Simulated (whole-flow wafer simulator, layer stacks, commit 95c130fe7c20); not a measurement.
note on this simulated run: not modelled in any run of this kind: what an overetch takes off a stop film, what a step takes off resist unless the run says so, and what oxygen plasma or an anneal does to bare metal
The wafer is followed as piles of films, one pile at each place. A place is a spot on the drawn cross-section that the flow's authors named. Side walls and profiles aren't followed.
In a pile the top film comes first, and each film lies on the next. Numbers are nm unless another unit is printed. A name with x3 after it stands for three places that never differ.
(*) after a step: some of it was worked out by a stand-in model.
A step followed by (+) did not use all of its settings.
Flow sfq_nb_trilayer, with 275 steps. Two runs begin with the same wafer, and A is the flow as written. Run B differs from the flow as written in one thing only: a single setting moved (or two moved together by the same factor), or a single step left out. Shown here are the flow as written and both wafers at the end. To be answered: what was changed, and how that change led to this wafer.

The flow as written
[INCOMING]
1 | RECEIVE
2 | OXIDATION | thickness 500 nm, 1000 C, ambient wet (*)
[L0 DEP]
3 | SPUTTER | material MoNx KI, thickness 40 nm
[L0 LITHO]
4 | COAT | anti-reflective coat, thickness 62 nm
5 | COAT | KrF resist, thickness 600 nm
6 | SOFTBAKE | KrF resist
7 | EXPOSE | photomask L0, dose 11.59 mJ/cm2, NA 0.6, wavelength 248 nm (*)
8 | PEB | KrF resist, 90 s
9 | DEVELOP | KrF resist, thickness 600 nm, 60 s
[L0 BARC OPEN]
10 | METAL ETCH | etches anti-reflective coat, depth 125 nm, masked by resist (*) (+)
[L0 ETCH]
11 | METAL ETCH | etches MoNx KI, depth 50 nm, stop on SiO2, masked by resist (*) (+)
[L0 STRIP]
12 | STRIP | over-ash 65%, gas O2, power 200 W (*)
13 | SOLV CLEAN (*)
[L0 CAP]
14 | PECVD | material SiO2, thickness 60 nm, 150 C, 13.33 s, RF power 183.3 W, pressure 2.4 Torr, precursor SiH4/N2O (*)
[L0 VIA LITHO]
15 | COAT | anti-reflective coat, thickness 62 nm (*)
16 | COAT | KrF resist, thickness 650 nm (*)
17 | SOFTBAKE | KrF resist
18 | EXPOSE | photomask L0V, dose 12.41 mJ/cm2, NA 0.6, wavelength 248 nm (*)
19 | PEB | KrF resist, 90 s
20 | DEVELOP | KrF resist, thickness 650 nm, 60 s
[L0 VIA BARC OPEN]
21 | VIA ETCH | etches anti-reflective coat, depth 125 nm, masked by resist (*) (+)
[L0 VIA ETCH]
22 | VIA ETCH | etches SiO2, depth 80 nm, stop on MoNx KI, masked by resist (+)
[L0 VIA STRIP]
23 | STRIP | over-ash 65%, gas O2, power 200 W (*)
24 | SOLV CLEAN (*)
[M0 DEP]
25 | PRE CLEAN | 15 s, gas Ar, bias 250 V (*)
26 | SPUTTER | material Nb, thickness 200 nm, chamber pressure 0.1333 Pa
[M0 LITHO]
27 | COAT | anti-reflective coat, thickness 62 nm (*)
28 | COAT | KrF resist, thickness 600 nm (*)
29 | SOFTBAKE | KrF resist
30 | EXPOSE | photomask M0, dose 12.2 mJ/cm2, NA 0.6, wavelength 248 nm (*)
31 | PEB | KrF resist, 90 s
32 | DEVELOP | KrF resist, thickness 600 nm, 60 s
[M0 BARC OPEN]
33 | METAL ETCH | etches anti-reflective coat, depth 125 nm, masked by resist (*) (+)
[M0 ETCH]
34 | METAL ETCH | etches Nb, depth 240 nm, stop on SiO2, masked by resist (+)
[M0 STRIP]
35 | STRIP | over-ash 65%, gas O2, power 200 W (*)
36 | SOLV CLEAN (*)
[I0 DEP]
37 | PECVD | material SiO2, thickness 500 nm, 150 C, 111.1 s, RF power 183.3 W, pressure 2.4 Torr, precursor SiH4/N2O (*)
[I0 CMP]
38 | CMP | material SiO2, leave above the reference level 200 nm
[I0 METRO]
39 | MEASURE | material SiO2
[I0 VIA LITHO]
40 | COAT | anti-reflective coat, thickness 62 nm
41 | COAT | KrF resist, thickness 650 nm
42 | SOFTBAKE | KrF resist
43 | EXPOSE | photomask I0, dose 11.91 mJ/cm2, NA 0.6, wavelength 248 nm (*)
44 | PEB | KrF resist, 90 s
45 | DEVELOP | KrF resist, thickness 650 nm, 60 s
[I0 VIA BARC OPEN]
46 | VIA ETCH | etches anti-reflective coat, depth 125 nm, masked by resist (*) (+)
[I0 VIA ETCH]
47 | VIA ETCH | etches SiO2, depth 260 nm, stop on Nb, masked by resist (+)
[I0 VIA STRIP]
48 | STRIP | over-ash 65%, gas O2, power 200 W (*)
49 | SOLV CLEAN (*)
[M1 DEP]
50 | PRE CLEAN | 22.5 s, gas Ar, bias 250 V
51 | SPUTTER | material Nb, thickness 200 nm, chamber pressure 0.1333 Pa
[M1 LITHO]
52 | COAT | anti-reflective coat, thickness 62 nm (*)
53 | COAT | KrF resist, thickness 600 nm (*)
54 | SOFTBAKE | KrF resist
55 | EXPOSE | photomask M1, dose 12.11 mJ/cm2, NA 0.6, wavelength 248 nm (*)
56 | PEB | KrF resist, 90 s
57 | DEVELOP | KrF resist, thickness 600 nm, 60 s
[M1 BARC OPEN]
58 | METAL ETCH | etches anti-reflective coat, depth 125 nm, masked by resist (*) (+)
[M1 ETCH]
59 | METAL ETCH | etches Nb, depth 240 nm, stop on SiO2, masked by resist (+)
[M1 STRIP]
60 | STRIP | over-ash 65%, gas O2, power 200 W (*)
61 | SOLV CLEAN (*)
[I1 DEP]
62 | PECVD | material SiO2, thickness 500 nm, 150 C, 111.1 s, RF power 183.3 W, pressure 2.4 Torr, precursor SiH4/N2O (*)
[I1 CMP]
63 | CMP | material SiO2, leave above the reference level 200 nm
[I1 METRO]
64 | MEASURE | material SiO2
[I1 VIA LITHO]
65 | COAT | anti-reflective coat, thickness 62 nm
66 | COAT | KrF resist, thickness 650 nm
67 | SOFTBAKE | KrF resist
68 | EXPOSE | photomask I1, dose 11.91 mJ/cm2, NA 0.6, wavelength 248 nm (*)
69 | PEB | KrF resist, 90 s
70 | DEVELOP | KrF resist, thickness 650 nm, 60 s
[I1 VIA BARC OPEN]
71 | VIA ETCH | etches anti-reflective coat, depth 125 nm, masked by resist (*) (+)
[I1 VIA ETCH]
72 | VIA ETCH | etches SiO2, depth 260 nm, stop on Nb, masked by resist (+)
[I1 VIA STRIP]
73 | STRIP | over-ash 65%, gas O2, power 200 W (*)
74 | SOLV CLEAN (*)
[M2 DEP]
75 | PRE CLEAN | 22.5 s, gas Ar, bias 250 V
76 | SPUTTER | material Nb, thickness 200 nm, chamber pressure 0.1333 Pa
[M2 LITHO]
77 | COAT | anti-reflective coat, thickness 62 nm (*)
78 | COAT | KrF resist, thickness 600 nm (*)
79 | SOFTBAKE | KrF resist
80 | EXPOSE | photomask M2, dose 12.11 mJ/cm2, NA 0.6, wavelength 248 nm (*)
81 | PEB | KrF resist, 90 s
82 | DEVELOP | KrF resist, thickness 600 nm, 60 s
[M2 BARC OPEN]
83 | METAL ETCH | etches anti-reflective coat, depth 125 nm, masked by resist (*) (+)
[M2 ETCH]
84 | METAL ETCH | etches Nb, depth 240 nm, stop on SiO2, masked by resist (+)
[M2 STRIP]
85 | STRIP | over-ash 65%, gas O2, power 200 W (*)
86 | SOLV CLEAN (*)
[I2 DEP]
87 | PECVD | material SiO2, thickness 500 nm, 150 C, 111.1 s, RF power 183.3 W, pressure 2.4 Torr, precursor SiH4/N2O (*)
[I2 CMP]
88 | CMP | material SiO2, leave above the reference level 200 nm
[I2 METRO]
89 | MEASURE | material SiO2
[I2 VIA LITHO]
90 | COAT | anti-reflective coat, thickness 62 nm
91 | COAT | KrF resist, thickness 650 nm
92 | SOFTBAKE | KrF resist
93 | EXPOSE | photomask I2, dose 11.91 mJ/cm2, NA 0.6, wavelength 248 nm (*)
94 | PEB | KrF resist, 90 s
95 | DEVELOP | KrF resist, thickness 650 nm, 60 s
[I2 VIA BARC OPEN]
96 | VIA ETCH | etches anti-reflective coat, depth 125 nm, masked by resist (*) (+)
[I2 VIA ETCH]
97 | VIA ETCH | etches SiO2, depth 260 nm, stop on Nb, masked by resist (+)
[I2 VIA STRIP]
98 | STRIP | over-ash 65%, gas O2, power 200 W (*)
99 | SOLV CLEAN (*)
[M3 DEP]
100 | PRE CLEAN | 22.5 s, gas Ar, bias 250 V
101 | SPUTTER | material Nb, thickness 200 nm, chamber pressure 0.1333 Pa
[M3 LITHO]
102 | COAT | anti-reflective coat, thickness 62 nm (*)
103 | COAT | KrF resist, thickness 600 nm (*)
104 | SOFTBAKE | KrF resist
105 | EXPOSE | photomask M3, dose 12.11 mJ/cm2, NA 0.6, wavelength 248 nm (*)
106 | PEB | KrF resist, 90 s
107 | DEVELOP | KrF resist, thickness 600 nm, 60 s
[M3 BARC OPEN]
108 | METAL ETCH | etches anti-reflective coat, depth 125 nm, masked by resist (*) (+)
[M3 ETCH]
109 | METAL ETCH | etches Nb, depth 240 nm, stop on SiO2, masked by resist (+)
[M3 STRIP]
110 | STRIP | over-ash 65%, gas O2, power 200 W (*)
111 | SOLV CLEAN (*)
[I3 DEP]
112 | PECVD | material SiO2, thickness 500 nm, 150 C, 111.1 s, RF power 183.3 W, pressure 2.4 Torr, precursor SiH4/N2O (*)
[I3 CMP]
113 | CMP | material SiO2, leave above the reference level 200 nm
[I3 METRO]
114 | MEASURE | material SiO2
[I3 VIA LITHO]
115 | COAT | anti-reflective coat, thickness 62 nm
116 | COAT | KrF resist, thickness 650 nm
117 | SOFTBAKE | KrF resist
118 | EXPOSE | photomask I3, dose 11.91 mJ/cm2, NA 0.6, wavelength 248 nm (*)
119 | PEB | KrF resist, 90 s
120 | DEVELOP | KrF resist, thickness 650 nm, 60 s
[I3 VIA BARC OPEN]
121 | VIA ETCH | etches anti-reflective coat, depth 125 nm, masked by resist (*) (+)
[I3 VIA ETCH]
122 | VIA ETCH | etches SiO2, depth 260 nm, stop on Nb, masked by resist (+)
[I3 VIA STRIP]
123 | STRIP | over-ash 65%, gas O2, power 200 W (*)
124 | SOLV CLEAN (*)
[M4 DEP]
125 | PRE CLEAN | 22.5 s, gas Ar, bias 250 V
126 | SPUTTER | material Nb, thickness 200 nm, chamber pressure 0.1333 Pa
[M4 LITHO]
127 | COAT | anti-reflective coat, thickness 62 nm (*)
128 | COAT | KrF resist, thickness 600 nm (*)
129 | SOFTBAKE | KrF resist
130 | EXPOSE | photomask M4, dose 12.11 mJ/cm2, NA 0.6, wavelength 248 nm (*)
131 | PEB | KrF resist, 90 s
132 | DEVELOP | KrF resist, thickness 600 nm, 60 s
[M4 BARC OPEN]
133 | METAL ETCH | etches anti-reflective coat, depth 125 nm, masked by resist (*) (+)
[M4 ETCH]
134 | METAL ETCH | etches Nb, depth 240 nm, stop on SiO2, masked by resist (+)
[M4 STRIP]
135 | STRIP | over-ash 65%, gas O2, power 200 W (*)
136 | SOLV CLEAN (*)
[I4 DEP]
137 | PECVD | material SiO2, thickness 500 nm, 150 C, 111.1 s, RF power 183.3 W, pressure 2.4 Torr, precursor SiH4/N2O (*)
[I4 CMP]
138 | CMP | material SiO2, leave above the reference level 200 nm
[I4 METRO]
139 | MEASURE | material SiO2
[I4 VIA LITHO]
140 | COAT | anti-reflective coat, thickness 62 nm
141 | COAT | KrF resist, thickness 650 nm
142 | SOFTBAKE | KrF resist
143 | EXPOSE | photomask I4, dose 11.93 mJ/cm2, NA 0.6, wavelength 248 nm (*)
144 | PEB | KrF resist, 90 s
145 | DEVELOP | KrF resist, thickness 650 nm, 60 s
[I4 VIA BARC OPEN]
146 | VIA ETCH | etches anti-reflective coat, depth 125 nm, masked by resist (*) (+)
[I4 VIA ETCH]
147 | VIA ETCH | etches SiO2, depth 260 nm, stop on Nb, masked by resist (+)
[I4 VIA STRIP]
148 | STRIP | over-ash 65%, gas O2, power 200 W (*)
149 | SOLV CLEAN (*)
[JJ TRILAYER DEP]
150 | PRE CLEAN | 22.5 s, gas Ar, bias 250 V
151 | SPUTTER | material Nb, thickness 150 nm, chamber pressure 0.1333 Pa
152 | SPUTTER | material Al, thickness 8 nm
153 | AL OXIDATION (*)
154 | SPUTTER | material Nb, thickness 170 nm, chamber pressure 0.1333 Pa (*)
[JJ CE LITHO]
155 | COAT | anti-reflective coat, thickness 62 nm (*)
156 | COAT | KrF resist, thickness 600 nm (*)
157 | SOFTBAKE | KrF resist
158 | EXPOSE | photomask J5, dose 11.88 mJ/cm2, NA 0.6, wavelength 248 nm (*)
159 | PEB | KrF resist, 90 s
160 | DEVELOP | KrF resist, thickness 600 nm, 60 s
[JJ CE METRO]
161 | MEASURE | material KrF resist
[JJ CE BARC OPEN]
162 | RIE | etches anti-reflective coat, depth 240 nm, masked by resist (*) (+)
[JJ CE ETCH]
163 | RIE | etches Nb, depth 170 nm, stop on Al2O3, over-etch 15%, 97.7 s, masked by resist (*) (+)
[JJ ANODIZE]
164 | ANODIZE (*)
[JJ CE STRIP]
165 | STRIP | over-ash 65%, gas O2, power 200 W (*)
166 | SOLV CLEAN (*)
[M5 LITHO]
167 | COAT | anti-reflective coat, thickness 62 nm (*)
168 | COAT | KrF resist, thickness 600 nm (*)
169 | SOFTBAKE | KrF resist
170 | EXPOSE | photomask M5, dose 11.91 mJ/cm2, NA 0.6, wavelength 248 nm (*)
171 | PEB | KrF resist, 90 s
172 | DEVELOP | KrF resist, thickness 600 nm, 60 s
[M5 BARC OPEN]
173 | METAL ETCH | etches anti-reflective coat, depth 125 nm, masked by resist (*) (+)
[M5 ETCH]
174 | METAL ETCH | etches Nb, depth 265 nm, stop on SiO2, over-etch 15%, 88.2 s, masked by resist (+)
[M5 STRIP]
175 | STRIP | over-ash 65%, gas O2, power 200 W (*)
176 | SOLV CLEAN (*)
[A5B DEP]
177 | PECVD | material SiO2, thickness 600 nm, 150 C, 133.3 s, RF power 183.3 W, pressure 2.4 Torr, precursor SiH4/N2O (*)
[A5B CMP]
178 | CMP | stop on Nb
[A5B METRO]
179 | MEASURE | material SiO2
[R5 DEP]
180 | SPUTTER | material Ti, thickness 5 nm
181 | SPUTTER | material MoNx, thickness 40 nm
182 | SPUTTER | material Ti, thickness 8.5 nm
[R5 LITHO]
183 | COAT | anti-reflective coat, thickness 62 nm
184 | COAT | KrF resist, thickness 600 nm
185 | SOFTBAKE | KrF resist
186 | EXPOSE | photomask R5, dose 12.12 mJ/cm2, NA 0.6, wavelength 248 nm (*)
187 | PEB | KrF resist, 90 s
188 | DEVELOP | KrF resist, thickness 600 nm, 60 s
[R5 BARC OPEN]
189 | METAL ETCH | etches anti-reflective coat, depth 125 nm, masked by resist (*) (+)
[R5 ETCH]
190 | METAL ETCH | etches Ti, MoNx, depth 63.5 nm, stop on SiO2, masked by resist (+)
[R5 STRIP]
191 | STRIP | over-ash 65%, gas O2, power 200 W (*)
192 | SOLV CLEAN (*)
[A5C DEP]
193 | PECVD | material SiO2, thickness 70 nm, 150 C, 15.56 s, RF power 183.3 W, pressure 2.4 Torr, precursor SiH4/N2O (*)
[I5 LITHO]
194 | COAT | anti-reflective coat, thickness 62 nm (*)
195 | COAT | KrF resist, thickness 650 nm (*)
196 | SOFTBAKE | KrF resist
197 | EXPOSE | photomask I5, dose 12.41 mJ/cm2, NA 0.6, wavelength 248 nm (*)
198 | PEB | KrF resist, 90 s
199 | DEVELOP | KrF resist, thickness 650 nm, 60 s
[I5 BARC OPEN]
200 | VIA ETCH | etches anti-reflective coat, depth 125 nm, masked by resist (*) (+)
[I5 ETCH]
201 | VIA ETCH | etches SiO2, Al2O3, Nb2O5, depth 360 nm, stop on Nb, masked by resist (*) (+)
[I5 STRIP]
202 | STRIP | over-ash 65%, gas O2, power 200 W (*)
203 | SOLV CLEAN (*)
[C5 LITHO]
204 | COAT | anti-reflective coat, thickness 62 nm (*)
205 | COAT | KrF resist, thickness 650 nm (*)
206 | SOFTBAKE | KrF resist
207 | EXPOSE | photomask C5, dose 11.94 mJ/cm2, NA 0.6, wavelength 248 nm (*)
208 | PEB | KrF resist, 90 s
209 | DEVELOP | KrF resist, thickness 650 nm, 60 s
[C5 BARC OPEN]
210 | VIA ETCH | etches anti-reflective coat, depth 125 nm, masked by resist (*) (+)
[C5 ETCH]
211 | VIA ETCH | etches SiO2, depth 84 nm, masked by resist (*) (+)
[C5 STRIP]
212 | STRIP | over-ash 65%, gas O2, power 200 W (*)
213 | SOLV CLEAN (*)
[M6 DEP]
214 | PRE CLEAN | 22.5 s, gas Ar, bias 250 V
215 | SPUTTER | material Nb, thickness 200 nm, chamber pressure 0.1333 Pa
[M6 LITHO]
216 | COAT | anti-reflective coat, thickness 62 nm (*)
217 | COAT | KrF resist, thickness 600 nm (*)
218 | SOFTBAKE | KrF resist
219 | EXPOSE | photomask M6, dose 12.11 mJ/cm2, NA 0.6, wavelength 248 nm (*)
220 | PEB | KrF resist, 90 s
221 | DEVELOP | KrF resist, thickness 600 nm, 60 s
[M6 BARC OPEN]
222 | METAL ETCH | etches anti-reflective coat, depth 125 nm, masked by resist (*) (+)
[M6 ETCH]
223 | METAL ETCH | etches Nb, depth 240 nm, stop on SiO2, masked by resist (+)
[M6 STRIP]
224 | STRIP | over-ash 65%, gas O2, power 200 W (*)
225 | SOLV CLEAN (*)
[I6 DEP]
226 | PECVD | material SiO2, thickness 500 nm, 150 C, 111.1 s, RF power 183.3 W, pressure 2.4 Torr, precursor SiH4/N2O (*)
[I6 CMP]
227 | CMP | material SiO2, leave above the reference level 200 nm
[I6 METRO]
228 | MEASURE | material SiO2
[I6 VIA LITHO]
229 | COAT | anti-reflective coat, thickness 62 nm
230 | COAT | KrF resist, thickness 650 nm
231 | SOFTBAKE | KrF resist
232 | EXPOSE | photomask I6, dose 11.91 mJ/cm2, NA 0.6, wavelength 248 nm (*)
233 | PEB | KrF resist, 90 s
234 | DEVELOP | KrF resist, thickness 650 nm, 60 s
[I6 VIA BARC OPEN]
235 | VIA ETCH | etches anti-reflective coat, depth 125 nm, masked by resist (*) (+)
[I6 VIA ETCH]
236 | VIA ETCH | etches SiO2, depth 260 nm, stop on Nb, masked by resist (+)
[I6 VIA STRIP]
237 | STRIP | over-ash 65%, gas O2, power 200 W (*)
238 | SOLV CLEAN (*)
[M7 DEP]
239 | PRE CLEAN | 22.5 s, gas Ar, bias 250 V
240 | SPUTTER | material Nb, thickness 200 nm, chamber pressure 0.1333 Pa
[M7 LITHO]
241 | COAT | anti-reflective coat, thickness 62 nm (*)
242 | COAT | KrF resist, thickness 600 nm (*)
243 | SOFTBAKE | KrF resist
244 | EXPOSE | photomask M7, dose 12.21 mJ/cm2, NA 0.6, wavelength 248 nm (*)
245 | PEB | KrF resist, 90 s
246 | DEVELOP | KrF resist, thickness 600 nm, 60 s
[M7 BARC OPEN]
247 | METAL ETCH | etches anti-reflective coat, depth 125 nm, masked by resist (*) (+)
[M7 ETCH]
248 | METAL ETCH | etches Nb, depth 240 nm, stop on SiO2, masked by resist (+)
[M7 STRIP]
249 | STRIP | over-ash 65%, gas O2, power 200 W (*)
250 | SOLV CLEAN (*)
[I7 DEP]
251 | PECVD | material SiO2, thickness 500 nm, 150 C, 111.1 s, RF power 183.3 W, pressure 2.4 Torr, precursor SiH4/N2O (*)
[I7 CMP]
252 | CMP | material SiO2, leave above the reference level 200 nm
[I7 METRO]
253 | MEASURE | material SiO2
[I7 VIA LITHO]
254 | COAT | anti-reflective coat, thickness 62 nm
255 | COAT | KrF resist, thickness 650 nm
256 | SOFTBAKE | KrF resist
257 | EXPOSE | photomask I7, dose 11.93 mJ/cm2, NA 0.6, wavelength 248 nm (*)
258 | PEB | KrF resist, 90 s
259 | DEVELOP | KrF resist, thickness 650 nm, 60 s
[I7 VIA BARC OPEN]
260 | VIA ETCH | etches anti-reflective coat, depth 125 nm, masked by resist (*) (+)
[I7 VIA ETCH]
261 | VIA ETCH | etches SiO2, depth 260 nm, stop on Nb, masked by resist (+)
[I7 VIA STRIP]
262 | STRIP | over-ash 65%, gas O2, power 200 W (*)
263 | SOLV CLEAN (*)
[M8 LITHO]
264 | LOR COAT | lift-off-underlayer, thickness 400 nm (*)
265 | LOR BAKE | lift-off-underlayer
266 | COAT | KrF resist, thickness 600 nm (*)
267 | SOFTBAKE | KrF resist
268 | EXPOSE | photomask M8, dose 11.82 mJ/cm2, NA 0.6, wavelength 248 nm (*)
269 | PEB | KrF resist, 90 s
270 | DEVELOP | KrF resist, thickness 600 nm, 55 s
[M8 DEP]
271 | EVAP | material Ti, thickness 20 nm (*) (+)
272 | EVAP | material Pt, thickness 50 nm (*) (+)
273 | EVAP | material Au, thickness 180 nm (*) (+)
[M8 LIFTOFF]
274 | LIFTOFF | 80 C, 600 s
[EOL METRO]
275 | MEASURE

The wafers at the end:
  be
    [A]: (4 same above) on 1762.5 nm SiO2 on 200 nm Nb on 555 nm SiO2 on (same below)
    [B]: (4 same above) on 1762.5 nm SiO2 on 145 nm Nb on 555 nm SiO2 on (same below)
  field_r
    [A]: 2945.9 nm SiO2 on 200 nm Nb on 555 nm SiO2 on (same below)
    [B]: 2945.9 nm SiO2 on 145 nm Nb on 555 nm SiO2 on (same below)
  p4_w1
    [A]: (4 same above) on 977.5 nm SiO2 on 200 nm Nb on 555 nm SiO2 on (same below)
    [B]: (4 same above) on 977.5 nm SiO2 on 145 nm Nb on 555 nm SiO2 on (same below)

The reason: step 26, SPUTTER: thickness 145 nm was run, though the flow has thickness 200 nm.
One can read it off the wafer: be has Nb 145, and step 26 as written asks for 200 nm.

The path from the change to this, step by step:
  26 | SPUTTER | material Nb, thickness 200 nm, chamber pressure 0.1333 Pa
      field_l, via_wl, via_w and 101 more: A Nb gains 200 (new film) | B Nb gains 145 (new film)
      v_sur: A Nb gains 200 (new film) | B Nb gains 143.1 (new film)
      (and at 1 other place as well)
  34 | METAL ETCH | etches Nb, depth 240 nm, stop on SiO2, masked by resist (+)
      field_l, v_sur, via_wl and 100 more: A KrF resist loses 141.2 | B KrF resist loses 127.9
      moat, m0r_space_l x2: A Nb loses 200 (all of it) | B Nb loses 145 (all of it)
  35 | STRIP | over-ash 65%, gas O2, power 200 W (*)
      p4_fl, p4_fm, p4_w1 and 68 more: A KrF resist loses 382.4 (all of it), anti-reflective coat loses 62 (all of it) | B KrF resist loses 395.6 (all of it), anti-reflective coat loses 62 (all of it)
      c5j, ce_r, sp_r, be_r, r_sur, res: A KrF resist loses 389 (all of it), anti-reflective coat loses 63.6 (all of it) | B KrF resist loses 402.2 (all of it), anti-reflective coat loses 63.6 (all of it)
      (and at 26 other places as well)
  37 | PECVD | material SiO2, thickness 500 nm, 150 C, 111.1 s, RF power 183.3 W, pressure 2.4 Torr, precursor SiH4/N2O (*)
      moat, m0r_space_l x2: A SiO2 gains 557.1 | B SiO2 gains 502.1
